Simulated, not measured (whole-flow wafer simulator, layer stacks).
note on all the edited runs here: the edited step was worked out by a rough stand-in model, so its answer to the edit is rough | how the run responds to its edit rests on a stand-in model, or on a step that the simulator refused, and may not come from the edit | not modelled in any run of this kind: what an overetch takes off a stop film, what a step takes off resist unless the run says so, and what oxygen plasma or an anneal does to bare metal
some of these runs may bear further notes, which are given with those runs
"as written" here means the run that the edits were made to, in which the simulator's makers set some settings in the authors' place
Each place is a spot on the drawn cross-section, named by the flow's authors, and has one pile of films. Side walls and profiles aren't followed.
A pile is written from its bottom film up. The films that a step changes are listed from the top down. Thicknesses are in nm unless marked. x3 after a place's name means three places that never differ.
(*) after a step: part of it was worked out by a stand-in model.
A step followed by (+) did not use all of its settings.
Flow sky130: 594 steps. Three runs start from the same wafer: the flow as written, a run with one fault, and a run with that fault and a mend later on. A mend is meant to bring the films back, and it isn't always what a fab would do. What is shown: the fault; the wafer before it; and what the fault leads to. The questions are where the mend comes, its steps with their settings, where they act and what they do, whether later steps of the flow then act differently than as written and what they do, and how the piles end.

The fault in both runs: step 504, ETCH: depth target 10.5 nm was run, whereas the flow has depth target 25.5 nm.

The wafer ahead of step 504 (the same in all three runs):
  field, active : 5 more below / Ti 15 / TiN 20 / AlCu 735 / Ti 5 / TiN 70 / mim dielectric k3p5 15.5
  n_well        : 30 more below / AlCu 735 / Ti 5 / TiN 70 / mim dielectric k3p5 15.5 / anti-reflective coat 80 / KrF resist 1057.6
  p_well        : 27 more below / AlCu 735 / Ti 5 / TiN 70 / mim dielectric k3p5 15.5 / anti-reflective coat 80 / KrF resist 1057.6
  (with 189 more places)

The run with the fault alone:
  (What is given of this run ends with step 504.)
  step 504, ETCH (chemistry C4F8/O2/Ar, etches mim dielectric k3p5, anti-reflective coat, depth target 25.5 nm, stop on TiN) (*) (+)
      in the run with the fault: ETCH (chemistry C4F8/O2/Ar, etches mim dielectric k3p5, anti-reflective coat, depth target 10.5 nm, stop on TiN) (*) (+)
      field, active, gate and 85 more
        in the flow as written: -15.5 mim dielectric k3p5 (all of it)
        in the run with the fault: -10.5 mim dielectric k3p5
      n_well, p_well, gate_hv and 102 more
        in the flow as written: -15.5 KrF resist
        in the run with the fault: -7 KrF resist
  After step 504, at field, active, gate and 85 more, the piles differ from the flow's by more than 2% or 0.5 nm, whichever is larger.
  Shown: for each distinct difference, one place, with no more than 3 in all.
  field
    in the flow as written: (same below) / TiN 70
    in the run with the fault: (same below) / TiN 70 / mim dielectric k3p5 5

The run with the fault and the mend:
  The mend stands after step 504.
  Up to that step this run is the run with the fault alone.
  step 504a, ETCH (chemistry C4F8/O2/Ar, etches mim dielectric k3p5, anti-reflective coat, depth target 15 nm, stop on TiN) (*) (+) (the flow's step 504, run once more with other settings)
      n_well, p_well, gate_hv and 102 more
        -5 KrF resist
      field, active, gate and 85 more
        -5 mim dielectric k3p5 (all of it)
  Every later step of the flow that is run acts as written, at every place that is followed, to within 2% or 0.5 nm, whichever is larger.
  By the end, the piles equal the flow's at every place that both follow.
